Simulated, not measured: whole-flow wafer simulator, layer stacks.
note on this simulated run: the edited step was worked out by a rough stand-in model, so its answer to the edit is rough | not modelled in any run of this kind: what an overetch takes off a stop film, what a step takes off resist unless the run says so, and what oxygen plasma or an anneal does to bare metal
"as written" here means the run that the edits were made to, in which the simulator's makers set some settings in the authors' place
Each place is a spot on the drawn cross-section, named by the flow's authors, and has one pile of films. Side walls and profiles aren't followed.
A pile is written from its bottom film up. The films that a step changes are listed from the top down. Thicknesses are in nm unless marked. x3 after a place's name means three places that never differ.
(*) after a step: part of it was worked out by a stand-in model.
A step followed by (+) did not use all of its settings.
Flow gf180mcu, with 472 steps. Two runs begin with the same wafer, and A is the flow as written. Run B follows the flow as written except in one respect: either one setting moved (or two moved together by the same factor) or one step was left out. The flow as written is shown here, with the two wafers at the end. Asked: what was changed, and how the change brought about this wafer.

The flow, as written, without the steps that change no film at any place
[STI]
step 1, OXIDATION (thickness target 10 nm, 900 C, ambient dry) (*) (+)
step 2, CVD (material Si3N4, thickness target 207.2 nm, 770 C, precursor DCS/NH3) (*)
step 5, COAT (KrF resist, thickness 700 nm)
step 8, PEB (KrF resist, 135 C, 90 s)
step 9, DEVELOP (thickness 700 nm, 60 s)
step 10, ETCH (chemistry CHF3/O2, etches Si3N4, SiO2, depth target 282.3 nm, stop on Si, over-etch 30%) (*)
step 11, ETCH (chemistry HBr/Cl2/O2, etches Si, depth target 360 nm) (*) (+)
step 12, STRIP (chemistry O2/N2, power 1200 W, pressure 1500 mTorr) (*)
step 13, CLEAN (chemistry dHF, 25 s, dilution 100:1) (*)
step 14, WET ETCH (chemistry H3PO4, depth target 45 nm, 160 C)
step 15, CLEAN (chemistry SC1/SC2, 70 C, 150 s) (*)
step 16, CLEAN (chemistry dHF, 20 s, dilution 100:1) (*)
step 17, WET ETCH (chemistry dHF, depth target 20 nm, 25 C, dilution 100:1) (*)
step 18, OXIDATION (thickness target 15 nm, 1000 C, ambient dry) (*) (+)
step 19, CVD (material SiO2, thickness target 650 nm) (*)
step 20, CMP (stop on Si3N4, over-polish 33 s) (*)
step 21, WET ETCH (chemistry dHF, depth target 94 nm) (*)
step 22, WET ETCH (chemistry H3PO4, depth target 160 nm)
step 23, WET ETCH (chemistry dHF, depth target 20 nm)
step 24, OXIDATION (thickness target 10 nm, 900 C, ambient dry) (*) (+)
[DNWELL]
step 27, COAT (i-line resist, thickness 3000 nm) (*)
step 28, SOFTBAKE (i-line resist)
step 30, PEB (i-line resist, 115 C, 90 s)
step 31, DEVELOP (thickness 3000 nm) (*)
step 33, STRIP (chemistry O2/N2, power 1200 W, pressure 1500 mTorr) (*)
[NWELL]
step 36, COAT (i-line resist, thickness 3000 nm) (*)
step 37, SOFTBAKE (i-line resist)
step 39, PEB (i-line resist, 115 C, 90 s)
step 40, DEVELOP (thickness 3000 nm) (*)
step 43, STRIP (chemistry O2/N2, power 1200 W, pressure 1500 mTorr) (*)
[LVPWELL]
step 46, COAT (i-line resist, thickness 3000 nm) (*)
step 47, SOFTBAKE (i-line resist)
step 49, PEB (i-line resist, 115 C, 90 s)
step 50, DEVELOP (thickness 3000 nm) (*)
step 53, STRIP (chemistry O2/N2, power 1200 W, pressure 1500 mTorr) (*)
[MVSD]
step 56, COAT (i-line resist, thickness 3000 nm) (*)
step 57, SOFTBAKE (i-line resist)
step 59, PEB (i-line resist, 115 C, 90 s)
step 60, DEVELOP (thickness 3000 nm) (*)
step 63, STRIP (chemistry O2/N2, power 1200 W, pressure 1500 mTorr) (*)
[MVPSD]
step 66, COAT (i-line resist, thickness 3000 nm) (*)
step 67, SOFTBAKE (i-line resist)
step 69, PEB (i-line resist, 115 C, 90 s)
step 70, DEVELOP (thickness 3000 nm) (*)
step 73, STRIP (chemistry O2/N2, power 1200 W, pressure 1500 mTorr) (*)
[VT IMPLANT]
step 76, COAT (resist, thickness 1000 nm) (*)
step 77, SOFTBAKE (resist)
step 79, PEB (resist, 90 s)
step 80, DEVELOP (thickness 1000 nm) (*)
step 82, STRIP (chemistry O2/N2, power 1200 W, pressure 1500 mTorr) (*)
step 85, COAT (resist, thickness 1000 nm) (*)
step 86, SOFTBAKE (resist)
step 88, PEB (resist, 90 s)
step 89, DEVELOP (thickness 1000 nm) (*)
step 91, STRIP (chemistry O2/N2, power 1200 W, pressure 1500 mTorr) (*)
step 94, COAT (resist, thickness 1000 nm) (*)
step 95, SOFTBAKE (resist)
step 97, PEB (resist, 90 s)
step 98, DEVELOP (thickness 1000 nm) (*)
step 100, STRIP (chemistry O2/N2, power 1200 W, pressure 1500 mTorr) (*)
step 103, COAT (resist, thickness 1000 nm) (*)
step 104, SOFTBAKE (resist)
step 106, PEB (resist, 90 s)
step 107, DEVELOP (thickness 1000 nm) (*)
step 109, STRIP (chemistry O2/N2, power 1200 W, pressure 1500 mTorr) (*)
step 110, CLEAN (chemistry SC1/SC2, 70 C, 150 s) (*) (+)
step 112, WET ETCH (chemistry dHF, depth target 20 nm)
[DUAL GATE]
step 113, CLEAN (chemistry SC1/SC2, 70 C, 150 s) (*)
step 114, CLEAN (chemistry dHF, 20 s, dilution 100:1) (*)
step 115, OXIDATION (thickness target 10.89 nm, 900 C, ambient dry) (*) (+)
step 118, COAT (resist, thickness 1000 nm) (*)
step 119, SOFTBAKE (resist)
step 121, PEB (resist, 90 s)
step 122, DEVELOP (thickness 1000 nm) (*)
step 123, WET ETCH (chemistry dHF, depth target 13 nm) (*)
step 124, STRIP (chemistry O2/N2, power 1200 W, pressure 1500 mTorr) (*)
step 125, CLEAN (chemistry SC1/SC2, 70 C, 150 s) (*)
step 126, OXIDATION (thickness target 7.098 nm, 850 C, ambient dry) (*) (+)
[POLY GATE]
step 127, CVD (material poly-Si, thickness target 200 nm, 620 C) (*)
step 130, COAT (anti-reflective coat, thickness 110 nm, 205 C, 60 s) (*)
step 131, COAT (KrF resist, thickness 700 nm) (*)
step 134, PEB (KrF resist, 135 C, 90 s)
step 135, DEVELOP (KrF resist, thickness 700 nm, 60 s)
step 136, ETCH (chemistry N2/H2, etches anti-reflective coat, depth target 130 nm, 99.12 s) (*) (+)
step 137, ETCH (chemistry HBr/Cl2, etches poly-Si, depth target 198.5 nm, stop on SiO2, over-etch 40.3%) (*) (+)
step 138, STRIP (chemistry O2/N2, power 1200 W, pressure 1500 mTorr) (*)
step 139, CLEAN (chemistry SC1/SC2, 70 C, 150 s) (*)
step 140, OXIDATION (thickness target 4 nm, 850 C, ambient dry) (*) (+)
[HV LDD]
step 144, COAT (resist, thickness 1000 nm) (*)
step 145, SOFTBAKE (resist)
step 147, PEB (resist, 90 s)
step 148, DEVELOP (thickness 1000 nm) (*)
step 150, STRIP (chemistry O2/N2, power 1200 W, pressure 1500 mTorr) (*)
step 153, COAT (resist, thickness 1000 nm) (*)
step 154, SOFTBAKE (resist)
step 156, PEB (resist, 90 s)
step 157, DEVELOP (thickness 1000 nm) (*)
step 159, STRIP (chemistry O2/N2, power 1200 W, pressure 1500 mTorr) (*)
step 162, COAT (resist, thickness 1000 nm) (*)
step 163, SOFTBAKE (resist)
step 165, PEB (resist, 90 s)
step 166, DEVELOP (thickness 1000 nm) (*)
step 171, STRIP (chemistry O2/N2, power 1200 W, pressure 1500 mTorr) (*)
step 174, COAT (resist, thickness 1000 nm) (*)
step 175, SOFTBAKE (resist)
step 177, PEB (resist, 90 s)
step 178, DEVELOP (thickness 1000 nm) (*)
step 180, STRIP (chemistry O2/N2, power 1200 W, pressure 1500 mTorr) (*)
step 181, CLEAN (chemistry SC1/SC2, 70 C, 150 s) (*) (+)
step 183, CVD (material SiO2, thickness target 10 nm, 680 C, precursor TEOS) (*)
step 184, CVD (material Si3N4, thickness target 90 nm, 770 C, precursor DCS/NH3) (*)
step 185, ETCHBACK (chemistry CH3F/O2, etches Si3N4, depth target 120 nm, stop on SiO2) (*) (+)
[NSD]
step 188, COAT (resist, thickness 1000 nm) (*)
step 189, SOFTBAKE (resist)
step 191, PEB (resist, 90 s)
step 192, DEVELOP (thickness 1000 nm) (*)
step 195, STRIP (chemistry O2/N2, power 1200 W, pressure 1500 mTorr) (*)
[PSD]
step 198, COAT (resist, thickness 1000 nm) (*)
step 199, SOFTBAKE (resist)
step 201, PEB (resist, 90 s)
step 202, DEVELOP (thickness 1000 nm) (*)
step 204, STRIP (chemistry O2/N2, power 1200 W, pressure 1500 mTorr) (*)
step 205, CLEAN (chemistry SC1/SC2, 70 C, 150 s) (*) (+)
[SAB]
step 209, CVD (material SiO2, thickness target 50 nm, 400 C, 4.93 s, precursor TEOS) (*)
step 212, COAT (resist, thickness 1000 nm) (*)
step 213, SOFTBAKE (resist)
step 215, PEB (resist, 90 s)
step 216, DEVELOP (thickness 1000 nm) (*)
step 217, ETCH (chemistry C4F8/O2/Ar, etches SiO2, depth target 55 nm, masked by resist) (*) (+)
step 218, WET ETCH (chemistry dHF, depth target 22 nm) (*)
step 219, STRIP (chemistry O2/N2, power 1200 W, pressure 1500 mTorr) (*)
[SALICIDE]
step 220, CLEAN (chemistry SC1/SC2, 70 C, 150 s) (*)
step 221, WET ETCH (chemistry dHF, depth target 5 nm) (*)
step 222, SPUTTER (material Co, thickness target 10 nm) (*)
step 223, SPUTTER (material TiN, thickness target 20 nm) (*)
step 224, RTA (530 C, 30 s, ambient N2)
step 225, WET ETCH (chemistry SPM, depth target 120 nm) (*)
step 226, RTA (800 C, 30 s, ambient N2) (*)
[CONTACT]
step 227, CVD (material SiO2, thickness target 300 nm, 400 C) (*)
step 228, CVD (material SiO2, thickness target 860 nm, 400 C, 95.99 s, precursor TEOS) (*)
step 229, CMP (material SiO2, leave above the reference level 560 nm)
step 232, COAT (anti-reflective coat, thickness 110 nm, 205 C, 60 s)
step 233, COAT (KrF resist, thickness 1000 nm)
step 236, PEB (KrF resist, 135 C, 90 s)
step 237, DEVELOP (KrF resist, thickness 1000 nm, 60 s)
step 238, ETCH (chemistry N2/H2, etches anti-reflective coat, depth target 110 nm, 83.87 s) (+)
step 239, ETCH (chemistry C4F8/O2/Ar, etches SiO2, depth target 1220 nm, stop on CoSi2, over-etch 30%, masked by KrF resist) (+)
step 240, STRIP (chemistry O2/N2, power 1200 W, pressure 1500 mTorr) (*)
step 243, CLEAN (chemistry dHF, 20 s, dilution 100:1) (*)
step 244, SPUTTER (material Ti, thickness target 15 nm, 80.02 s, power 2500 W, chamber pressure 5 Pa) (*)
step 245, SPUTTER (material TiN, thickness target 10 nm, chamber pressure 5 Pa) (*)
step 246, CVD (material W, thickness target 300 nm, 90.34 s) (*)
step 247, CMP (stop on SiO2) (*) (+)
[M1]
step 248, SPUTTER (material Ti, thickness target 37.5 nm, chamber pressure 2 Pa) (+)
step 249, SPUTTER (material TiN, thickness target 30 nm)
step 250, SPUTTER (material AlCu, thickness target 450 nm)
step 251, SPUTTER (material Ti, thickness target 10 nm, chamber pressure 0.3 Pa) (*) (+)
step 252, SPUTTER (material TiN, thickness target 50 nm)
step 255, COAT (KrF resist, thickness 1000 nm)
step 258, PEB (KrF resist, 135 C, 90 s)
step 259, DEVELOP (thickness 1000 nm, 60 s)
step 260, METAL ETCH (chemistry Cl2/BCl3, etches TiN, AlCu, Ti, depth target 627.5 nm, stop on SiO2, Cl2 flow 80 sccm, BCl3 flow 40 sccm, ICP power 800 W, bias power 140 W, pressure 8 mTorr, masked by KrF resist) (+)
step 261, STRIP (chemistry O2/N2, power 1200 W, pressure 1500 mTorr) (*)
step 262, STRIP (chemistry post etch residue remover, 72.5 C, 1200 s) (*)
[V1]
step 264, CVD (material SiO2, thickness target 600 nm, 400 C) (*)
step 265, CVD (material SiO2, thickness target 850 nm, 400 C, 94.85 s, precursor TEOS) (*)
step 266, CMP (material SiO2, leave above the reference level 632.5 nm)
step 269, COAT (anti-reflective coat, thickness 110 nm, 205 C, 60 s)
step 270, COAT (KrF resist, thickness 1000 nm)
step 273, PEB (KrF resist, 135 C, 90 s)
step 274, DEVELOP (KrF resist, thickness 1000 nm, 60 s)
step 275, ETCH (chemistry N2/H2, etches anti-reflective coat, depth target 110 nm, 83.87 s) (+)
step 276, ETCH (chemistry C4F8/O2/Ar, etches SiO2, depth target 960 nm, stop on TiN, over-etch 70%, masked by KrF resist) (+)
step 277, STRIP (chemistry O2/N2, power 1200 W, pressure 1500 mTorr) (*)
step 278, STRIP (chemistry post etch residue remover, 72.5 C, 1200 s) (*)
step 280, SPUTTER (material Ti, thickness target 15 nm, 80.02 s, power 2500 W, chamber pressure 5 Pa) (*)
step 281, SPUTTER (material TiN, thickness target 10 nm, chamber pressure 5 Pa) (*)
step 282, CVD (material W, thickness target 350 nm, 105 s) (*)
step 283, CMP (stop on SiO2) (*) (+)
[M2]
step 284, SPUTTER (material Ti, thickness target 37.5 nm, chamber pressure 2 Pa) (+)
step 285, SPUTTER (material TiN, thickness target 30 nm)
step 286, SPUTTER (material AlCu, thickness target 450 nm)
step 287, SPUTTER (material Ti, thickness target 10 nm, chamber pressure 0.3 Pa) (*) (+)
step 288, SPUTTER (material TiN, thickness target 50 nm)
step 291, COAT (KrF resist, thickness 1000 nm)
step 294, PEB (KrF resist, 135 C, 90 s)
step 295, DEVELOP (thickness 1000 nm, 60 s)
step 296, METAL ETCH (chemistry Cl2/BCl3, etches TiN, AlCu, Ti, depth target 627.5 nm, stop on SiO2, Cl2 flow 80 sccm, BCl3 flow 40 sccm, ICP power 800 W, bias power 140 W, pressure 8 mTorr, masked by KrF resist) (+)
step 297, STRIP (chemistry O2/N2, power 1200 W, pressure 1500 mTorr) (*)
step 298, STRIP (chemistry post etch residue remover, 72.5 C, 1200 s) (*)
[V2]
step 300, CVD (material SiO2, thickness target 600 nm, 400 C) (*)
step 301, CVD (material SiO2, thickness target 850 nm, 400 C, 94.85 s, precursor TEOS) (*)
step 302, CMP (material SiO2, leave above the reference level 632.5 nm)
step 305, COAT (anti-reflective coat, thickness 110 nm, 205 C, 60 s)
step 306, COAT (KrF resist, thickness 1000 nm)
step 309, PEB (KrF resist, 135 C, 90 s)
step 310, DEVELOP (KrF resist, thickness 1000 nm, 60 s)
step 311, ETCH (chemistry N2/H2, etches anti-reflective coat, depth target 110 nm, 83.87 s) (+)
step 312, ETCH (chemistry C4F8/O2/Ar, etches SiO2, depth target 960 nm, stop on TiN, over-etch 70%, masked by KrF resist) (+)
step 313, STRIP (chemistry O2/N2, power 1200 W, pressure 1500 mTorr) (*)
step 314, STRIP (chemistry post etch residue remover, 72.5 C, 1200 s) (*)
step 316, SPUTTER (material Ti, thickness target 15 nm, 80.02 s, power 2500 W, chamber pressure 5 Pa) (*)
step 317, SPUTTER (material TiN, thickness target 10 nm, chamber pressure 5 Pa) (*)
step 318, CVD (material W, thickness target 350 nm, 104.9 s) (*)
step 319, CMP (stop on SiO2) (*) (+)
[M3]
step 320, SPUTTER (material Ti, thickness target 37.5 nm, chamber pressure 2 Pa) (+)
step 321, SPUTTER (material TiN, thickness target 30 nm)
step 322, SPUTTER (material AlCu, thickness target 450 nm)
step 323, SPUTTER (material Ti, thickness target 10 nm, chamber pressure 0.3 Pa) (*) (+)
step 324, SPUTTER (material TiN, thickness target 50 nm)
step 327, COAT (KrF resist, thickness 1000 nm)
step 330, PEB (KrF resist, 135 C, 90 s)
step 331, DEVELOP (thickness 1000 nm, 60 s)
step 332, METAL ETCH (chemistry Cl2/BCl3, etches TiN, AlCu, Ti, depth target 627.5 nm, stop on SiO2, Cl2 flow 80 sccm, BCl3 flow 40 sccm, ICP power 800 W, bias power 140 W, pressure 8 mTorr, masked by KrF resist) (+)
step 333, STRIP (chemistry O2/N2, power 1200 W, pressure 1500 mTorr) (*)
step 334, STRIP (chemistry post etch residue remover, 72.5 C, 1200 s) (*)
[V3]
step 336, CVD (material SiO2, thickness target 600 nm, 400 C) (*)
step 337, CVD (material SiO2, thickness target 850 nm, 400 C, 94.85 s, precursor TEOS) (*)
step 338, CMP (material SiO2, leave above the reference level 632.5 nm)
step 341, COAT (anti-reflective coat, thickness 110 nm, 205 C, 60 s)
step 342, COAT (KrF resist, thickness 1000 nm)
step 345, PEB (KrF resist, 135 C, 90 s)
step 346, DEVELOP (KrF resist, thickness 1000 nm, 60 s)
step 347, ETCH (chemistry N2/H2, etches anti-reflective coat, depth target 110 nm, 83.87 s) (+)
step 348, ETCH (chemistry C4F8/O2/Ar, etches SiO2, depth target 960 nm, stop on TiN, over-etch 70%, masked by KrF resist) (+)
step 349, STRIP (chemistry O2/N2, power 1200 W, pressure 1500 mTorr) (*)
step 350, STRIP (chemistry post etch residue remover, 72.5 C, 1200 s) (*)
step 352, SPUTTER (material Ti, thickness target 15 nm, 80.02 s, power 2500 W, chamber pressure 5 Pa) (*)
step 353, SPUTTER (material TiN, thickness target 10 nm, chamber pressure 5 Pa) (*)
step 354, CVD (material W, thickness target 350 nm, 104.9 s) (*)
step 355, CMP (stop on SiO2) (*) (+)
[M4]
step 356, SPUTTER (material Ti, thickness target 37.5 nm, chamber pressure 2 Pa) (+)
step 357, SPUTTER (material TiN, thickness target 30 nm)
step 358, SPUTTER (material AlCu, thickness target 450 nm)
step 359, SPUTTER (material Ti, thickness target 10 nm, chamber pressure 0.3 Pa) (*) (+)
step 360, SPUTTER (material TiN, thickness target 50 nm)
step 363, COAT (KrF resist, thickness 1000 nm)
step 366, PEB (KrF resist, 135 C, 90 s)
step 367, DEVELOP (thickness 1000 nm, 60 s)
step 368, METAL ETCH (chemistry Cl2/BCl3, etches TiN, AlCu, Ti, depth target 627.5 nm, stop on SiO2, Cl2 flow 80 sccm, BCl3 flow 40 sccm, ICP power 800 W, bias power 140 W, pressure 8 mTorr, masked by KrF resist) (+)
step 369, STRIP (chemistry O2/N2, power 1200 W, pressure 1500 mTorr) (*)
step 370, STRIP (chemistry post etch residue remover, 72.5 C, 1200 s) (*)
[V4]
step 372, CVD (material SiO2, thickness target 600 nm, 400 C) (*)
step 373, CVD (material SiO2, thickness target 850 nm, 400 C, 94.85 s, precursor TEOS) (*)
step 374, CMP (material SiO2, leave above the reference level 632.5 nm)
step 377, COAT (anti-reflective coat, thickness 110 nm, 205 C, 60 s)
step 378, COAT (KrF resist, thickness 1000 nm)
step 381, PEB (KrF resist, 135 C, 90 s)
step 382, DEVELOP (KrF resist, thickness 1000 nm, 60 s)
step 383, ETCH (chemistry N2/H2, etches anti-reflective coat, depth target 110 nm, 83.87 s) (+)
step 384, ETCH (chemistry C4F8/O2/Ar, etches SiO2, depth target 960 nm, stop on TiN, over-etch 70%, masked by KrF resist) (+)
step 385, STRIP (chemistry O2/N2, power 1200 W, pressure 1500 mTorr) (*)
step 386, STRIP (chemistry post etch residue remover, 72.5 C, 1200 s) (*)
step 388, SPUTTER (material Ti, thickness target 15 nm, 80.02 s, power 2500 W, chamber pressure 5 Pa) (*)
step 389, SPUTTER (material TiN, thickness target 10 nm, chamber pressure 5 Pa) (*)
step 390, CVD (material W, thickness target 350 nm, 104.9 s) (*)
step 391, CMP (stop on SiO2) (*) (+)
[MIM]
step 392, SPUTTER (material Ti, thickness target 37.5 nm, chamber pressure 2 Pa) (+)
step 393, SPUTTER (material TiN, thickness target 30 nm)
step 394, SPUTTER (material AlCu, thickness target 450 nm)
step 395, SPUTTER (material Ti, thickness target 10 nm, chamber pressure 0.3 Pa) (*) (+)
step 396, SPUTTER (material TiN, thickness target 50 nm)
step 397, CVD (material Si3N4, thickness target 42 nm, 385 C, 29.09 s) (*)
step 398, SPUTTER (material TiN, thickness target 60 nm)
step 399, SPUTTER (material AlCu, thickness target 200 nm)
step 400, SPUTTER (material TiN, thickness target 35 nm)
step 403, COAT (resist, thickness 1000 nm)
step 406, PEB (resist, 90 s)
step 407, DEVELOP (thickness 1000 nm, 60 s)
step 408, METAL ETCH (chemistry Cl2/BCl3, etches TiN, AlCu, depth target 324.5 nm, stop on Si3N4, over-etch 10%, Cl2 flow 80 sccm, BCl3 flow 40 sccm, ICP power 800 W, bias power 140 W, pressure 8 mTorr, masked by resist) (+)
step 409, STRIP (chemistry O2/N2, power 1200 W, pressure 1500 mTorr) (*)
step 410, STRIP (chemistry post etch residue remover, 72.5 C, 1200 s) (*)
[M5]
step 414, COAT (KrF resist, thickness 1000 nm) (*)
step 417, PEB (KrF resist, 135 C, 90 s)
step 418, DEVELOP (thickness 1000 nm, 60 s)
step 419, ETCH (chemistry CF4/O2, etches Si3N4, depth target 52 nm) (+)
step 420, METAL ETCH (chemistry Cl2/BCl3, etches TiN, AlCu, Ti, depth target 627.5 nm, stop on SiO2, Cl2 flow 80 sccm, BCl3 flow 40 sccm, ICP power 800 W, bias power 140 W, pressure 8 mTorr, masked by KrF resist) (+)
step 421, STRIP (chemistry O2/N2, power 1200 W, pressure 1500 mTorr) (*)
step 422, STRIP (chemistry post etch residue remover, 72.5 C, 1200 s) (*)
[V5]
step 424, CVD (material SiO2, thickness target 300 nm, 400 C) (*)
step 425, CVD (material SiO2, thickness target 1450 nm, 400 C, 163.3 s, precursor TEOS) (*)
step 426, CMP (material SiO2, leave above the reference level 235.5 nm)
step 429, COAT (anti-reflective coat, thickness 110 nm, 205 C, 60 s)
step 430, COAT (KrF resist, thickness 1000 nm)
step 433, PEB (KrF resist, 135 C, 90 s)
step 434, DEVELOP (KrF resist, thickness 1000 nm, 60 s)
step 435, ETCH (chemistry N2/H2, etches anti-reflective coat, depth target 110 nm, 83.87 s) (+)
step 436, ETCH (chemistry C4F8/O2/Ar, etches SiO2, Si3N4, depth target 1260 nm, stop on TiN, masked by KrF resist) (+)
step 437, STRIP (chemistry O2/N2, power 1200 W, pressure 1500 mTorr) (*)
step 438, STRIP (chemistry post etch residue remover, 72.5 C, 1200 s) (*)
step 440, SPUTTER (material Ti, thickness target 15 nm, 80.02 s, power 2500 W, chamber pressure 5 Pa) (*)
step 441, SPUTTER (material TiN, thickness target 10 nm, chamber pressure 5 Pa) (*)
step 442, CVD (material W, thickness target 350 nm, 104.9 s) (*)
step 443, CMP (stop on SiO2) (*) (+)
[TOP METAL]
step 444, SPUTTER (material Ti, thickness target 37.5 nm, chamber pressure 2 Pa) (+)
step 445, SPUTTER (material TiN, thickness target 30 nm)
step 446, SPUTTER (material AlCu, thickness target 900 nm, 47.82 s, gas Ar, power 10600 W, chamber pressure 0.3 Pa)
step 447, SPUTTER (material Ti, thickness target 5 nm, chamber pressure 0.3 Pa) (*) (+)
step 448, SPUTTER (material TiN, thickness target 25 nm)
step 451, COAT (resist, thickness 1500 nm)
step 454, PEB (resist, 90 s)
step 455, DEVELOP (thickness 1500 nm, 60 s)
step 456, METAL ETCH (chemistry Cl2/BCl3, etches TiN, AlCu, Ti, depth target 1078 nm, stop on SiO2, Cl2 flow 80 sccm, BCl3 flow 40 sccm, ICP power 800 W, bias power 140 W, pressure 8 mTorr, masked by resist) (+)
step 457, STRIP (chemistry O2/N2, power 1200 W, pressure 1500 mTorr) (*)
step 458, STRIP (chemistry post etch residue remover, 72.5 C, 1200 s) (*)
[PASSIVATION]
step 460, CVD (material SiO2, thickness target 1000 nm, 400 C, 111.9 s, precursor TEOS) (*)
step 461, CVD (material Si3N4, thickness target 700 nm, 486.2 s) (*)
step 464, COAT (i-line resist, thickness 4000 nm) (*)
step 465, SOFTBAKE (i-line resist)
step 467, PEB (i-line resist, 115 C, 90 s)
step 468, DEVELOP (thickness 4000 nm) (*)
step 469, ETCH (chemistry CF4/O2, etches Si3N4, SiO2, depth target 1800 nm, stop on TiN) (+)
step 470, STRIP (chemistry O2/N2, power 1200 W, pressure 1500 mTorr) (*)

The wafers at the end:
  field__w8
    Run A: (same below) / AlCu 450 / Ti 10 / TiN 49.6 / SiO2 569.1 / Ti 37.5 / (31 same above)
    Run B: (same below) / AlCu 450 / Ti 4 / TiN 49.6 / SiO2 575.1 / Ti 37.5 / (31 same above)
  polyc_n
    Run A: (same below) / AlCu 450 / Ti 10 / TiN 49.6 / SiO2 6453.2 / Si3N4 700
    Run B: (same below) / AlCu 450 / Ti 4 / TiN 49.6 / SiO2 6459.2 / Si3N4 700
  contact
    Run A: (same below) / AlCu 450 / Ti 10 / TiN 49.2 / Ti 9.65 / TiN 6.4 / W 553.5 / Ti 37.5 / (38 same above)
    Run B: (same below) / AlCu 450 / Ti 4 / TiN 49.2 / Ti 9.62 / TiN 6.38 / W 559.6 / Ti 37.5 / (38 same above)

Cause: step 251, SPUTTER: thickness target 4 nm was run, though the flow has thickness target 10 nm.
The wafer itself shows it: field__w8 has Ti 4, and step 251 as written asks for 10 nm.

Step by step, how the change led to this:
  step 251, SPUTTER (material Ti, thickness target 10 nm, chamber pressure 0.3 Pa) (*) (+)
      field, field__w1, field__w2 and 108 more: A +10 Ti (new film) | B +4 Ti (new film)
  step 260, METAL ETCH (chemistry Cl2/BCl3, etches TiN, AlCu, Ti, depth target 627.5 nm, stop on SiO2, Cl2 flow 80 sccm, BCl3 flow 40 sccm, ICP power 800 W, bias power 140 W, pressure 8 mTorr, masked by KrF resist) (+)
      field, field__w1, field__w2 and 99 more: A -50 TiN (all of it), -10 Ti (all of it), -450 AlCu (all of it), -30 TiN (all of it), -37.5 Ti (all of it) | B -50 TiN (all of it), -4 Ti (all of it), -450 AlCu (all of it), -30 TiN (all of it), -37.5 Ti (all of it)
